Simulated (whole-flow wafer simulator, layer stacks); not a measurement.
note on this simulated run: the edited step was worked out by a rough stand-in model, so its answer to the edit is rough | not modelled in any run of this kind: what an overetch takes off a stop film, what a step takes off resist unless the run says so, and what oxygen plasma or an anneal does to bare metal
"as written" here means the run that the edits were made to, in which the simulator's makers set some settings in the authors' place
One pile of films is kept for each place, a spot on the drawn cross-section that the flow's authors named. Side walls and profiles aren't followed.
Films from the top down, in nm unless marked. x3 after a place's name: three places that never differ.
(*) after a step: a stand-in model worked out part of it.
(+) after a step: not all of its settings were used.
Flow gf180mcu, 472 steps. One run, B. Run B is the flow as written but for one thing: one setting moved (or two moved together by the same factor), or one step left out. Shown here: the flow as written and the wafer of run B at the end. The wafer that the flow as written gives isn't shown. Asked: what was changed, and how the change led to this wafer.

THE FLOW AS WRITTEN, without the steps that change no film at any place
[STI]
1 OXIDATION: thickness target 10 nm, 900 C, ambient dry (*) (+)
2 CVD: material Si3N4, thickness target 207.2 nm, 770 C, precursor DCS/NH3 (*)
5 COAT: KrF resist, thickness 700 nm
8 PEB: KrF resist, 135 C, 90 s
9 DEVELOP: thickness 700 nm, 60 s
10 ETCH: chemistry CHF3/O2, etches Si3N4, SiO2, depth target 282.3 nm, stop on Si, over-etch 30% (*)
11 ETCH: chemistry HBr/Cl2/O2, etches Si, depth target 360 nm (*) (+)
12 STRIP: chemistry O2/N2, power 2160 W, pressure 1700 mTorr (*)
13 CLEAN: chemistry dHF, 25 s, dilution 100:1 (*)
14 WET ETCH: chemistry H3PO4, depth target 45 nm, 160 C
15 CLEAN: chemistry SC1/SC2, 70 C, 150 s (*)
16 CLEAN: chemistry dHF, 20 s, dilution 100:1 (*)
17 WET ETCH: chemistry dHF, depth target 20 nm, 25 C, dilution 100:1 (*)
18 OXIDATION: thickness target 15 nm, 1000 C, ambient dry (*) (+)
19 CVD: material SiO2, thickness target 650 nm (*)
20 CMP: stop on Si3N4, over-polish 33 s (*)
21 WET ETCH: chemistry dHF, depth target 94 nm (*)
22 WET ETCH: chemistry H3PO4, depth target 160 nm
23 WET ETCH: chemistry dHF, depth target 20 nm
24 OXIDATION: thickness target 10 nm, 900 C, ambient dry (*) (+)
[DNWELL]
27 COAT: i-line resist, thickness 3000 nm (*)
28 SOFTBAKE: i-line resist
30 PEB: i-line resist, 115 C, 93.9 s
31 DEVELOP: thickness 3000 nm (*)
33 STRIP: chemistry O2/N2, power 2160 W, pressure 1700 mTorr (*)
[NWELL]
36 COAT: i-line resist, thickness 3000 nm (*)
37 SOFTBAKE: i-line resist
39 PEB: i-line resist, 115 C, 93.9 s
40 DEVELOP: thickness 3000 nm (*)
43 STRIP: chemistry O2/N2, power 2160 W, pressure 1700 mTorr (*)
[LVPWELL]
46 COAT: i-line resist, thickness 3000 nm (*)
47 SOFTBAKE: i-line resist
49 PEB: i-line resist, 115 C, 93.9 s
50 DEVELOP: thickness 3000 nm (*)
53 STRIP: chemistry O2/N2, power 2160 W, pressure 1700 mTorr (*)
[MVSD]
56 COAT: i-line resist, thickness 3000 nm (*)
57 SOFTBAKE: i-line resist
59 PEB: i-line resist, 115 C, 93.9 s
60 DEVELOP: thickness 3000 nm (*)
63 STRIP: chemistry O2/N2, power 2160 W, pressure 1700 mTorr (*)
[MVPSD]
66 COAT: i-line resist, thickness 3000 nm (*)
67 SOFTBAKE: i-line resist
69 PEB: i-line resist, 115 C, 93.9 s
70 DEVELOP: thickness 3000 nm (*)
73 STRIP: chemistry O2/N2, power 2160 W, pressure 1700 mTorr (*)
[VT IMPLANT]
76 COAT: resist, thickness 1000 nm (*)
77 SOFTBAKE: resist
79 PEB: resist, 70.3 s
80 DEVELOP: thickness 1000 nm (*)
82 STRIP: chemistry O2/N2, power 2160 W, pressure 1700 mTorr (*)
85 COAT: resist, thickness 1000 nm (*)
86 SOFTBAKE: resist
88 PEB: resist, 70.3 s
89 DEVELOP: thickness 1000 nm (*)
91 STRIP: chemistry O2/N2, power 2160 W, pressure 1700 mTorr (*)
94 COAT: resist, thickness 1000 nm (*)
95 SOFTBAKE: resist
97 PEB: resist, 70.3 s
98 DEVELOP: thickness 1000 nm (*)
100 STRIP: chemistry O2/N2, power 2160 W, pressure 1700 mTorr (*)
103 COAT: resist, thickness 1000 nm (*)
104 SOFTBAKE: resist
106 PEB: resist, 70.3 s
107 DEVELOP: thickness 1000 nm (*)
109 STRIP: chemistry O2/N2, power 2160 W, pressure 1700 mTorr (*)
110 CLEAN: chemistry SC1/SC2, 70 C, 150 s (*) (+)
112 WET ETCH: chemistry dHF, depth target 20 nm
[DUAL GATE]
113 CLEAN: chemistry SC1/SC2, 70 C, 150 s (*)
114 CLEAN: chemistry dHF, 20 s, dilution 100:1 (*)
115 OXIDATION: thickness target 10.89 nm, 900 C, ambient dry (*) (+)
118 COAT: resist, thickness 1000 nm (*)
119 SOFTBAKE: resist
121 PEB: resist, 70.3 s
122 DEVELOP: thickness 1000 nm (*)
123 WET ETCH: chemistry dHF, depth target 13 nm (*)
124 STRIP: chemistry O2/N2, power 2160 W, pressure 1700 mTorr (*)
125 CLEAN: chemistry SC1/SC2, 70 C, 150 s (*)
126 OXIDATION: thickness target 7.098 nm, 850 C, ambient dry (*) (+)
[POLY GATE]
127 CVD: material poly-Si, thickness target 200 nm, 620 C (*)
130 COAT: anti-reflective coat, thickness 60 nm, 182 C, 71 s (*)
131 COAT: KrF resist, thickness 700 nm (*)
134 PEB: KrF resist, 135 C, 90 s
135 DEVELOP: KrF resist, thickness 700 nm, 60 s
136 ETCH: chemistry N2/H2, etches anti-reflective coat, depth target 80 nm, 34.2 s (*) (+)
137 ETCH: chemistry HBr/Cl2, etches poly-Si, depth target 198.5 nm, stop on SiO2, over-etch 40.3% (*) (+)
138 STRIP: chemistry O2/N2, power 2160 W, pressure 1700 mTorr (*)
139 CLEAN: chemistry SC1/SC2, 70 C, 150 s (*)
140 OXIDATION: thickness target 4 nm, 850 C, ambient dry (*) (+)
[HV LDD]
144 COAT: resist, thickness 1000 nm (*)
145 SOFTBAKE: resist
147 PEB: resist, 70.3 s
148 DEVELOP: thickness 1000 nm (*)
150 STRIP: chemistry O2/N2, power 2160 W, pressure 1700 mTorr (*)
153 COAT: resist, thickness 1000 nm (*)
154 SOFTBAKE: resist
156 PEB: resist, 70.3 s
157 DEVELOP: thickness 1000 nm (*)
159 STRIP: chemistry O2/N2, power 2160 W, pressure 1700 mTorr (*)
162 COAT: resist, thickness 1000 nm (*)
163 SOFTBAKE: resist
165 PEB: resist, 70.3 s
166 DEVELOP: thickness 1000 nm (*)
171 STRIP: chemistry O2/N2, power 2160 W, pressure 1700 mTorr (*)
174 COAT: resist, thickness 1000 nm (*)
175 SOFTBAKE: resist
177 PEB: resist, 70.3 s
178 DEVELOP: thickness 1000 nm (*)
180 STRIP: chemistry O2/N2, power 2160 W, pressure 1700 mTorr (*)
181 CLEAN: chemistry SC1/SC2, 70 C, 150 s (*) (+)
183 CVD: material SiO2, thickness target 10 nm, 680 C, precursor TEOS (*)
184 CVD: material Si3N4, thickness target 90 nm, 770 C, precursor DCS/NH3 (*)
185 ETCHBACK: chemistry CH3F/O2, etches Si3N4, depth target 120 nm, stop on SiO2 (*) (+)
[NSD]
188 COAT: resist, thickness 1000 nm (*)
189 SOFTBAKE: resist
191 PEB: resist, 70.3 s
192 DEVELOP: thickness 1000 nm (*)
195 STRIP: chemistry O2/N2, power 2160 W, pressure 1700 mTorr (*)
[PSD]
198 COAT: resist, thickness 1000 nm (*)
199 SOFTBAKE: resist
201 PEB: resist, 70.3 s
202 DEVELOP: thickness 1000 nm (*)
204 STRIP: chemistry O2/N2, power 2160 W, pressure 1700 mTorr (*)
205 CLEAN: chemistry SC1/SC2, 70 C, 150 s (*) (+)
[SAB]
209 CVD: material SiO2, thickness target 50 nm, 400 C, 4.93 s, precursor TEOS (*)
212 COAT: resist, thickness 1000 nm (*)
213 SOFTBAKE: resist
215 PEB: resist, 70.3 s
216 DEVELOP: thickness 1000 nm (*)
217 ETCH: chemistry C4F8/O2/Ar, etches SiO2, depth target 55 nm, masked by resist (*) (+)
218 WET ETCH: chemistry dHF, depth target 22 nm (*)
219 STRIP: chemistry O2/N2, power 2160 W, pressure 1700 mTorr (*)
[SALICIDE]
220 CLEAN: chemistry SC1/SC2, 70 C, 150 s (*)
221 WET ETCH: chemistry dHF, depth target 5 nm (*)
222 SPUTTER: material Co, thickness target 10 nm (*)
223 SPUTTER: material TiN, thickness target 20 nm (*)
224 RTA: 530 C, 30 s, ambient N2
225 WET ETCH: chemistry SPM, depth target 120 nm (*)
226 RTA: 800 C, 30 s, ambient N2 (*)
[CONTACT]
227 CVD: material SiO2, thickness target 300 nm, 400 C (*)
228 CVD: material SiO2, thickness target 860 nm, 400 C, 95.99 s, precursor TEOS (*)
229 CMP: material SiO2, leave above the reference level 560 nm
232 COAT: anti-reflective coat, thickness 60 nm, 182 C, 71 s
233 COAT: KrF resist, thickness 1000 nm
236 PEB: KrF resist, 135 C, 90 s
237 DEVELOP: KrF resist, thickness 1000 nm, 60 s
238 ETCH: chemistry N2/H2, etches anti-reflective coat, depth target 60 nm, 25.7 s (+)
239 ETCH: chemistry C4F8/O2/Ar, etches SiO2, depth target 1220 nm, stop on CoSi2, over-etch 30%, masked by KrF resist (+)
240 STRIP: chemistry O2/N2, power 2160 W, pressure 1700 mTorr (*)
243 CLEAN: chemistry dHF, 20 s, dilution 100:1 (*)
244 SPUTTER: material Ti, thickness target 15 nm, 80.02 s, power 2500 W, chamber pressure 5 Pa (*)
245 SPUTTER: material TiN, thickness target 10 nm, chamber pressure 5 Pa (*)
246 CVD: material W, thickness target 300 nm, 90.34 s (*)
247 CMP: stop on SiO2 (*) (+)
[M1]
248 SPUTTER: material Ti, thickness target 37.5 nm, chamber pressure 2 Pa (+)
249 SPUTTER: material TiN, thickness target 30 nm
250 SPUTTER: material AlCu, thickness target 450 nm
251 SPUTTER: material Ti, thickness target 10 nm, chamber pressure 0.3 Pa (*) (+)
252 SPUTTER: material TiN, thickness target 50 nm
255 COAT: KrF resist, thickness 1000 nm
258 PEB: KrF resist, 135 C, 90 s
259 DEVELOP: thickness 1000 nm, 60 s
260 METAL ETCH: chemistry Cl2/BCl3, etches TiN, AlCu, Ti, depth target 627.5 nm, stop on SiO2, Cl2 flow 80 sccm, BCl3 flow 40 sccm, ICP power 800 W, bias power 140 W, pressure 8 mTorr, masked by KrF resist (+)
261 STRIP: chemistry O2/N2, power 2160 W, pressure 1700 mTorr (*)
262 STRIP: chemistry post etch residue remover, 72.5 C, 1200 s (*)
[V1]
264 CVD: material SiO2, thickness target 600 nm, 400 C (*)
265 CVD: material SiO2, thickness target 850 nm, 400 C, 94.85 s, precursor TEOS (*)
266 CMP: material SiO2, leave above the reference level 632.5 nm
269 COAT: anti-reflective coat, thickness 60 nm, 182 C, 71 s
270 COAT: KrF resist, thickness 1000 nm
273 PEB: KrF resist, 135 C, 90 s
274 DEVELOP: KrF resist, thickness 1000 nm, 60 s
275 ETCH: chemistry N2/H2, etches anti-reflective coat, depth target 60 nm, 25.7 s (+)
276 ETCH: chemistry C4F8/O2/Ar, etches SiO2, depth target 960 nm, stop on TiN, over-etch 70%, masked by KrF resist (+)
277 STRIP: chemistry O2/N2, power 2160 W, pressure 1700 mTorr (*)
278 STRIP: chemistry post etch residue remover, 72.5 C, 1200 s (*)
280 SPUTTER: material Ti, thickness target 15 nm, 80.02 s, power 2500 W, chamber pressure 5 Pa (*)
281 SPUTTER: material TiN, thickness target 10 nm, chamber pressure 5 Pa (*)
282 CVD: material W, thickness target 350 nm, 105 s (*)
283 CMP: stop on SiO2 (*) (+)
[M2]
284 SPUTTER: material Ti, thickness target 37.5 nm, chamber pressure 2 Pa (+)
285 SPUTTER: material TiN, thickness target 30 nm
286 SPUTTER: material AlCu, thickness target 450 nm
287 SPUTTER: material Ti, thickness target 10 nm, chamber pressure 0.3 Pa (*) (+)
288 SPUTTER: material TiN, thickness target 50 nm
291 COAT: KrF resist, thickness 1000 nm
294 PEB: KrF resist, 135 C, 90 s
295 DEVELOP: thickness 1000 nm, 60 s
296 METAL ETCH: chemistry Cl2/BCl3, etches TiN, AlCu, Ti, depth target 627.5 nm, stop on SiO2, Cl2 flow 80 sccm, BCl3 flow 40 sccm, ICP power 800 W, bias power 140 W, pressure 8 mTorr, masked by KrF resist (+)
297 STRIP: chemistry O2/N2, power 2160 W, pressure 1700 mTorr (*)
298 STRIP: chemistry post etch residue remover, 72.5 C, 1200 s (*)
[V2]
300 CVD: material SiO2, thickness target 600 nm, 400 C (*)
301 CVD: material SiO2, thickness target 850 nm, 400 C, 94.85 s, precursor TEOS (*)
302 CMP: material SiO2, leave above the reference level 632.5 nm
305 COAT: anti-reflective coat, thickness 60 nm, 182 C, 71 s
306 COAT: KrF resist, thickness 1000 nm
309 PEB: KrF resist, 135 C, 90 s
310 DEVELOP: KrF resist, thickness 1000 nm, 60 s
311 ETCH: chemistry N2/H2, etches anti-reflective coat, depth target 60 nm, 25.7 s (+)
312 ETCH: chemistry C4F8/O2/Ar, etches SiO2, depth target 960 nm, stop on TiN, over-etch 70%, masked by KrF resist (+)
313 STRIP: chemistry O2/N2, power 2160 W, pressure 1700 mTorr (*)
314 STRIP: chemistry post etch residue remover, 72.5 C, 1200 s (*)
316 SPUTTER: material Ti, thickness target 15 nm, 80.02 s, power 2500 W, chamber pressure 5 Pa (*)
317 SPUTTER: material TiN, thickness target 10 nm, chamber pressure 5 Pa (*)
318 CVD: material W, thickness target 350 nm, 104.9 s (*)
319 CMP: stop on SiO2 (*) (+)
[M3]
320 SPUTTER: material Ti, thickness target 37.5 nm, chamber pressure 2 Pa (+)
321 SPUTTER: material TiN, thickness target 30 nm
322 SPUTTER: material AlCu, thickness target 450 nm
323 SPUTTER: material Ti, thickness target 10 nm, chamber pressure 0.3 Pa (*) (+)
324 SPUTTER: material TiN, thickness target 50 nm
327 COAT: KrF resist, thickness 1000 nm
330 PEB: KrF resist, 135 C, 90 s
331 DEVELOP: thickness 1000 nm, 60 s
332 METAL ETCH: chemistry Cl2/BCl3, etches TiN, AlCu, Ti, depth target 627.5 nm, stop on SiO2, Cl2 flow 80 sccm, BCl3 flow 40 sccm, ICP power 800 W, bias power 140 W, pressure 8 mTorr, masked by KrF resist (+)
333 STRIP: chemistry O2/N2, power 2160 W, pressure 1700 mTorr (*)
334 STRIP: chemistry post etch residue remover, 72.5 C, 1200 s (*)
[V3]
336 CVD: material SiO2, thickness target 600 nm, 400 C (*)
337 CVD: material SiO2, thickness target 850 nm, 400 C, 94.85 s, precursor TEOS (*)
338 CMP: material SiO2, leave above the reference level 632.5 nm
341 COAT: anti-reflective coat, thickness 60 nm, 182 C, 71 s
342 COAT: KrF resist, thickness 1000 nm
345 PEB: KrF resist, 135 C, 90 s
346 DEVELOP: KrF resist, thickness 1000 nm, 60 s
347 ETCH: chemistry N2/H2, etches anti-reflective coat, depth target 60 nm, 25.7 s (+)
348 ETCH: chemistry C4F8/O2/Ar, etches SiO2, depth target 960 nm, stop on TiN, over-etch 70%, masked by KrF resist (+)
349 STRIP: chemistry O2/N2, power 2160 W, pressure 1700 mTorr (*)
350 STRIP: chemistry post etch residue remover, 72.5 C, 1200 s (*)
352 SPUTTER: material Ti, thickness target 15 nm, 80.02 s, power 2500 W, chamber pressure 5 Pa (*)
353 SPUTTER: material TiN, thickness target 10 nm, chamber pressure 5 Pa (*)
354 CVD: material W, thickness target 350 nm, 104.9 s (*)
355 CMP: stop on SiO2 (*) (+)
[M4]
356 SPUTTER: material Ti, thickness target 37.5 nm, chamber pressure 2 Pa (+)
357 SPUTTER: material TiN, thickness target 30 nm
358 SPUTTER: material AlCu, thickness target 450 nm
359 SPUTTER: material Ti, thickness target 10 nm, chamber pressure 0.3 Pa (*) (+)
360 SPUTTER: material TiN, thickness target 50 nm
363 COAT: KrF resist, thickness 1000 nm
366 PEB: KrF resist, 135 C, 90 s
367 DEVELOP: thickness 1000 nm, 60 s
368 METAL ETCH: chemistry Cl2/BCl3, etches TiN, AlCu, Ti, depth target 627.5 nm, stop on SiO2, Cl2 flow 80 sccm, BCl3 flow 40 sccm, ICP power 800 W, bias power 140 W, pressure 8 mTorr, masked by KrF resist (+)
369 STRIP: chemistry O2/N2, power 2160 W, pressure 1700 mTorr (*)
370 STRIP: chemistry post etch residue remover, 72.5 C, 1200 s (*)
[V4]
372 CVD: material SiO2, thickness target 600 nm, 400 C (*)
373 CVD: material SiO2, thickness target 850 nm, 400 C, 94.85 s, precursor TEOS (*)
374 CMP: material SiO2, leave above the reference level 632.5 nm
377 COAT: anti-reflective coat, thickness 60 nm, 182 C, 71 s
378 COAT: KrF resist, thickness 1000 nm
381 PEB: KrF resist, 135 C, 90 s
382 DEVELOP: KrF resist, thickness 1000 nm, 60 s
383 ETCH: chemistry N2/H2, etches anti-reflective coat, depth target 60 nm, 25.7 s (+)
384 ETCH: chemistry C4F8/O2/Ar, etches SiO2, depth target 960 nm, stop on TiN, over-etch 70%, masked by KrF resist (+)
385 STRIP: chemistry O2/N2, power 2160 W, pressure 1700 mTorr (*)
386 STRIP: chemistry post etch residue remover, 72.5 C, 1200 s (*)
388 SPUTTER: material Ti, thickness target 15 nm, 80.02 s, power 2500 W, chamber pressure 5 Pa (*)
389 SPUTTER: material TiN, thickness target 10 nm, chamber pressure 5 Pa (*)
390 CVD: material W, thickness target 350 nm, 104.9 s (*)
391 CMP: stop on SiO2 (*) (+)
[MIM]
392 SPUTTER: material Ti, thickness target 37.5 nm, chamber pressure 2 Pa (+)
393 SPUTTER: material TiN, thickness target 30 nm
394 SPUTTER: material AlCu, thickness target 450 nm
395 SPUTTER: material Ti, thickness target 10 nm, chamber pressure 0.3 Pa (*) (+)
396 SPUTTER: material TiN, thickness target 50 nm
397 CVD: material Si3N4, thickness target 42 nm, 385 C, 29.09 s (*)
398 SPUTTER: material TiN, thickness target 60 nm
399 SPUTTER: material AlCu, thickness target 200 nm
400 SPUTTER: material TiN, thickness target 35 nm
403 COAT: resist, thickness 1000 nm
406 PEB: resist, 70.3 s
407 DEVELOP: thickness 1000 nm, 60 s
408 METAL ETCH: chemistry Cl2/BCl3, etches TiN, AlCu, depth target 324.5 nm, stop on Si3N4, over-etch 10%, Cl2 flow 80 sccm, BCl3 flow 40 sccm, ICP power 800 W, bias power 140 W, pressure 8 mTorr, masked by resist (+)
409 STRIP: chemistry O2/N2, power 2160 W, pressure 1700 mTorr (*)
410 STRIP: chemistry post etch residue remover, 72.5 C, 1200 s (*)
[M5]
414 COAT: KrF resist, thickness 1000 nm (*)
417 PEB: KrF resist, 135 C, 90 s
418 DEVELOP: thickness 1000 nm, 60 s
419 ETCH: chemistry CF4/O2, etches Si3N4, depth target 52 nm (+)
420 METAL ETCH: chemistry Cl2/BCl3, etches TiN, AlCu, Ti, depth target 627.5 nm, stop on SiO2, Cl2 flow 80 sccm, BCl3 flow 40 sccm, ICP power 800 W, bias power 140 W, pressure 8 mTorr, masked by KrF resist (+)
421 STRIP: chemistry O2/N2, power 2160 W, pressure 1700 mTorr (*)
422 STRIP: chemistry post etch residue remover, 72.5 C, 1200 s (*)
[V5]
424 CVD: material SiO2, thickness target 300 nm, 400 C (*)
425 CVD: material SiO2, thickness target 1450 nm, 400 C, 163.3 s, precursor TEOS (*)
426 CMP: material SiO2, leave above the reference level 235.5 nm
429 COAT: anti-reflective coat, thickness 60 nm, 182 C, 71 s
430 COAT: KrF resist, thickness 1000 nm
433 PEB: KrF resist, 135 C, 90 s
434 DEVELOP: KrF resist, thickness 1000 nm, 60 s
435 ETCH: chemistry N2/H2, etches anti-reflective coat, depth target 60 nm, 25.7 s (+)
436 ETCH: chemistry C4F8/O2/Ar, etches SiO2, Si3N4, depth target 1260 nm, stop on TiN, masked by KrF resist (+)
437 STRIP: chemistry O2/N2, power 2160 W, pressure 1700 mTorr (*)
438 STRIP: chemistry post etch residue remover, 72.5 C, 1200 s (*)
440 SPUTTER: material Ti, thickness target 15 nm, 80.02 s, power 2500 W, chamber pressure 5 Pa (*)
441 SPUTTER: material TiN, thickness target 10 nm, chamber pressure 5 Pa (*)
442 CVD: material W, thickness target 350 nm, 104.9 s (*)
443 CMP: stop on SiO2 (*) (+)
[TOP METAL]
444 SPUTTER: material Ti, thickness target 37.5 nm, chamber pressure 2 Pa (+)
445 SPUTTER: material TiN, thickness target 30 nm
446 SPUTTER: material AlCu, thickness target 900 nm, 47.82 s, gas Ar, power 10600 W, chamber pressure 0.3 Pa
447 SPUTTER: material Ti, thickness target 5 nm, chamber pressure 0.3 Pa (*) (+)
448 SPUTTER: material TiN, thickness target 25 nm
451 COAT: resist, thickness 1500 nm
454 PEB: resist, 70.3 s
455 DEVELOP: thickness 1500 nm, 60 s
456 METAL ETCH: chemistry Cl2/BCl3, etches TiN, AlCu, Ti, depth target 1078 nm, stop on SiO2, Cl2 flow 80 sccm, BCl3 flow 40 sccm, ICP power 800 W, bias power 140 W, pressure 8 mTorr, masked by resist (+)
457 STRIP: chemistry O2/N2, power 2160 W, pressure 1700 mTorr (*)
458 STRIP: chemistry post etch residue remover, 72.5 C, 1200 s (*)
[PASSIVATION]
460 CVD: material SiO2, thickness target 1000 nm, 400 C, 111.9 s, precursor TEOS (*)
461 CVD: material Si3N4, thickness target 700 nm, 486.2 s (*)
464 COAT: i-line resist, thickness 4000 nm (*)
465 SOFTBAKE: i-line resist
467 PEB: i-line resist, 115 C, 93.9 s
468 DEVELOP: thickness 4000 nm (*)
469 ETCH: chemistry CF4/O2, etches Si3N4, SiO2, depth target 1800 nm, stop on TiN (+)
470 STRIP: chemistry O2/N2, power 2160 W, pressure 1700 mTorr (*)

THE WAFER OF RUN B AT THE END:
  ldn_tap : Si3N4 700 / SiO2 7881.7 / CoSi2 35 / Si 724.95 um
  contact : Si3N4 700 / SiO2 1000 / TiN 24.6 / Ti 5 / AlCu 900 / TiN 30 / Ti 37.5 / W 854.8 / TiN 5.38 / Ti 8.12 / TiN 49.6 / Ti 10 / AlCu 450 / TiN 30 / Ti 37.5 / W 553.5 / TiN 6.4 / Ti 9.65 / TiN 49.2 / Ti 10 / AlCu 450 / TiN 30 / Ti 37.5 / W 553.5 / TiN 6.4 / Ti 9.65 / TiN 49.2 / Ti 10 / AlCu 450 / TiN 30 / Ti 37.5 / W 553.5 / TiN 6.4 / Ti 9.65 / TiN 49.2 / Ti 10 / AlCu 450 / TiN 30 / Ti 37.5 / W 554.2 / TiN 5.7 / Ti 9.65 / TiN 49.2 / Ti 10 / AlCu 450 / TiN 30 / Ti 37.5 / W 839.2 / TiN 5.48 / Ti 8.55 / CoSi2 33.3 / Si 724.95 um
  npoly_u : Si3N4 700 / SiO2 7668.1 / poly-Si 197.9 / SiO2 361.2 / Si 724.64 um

The cause: step 281, SPUTTER: thickness target 8.9 nm was run, where the flow has thickness target 10 nm.

How the change led to this, step by step:
  281 SPUTTER: material TiN, thickness target 10 nm, chamber pressure 5 Pa (*)
      field, field__w1, field__w2 and 107 more: TiN +8.9 (new film) (as written it would be: TiN +10 (new film))
      contact: TiN +5.7 (new film) (as written it would be: TiN +6.4 (new film))
  283 CMP: stop on SiO2 (*) (+)
      field, field__w1, field__w2 and 107 more: W -350 (all of it), TiN -8.9 (all of it), Ti -15 (all of it), SiO2 -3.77 (as written it would be: W -350 (all of it), TiN -10 (all of it), Ti -15 (all of it), SiO2 -3.78)
